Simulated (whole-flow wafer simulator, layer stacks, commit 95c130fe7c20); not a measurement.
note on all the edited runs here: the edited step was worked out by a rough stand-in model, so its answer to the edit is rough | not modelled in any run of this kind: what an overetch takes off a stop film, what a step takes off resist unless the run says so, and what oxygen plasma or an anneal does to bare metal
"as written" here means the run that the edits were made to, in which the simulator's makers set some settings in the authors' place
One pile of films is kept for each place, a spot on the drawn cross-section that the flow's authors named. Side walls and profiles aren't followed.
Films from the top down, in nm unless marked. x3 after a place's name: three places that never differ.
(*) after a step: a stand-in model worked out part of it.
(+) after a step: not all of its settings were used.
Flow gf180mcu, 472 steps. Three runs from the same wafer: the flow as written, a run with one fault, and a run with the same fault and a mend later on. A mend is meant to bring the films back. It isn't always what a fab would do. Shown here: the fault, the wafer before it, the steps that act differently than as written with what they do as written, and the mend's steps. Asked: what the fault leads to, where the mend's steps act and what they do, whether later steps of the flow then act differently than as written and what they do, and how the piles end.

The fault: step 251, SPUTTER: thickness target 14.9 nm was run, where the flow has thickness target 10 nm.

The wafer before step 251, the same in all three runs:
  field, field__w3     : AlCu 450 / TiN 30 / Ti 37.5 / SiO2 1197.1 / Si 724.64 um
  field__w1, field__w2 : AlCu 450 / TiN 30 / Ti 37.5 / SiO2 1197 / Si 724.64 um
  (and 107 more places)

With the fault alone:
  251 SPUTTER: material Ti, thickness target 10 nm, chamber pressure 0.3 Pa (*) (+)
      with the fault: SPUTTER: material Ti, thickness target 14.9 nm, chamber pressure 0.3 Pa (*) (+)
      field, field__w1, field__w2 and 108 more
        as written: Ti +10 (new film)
        with the fault: Ti +14.9 (new film)
  Later steps of the flow that act differently than as written (5 more steps differ only slightly, by at most 2% or 0.5 nm, whichever is larger, and aren't shown):
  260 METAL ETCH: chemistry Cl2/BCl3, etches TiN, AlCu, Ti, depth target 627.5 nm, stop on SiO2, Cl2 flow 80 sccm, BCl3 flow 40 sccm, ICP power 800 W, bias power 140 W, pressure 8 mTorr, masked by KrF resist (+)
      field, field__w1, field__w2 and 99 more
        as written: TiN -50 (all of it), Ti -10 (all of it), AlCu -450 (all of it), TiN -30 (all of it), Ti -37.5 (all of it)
        with the fault: TiN -50 (all of it), Ti -14.9 (all of it), AlCu -450 (all of it), TiN -30 (all of it), Ti -37.5 (all of it)
  At the end the piles differ from the flow's by more than 2% or 0.5 nm, whichever is larger, at field__w8, contact, m1 and 6 more.
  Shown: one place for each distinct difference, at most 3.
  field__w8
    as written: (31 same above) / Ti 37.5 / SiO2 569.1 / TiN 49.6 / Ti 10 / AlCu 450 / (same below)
    with the fault: (31 same above) / Ti 37.5 / SiO2 564.2 / TiN 49.6 / Ti 14.9 / AlCu 450 / (same below)
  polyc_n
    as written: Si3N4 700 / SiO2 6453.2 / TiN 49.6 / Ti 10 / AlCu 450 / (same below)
    with the fault: Si3N4 700 / SiO2 6448.3 / TiN 49.6 / Ti 14.9 / AlCu 450 / (same below)
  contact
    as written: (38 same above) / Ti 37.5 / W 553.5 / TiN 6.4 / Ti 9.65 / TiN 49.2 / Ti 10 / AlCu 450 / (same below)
    with the fault: (38 same above) / Ti 37.5 / W 548.6 / TiN 6.42 / Ti 9.68 / TiN 49.2 / Ti 14.9 / AlCu 450 / (same below)

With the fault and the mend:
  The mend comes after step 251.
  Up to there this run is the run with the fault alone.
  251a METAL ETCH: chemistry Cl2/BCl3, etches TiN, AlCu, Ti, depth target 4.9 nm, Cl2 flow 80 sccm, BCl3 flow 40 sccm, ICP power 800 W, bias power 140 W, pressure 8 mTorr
      field, field__w1, field__w2 and 108 more
        Ti -4.9
  No later step of the flow acts differently than as written at any place that is followed.
  At the end the piles are the same as the flow's at every place that both follow.
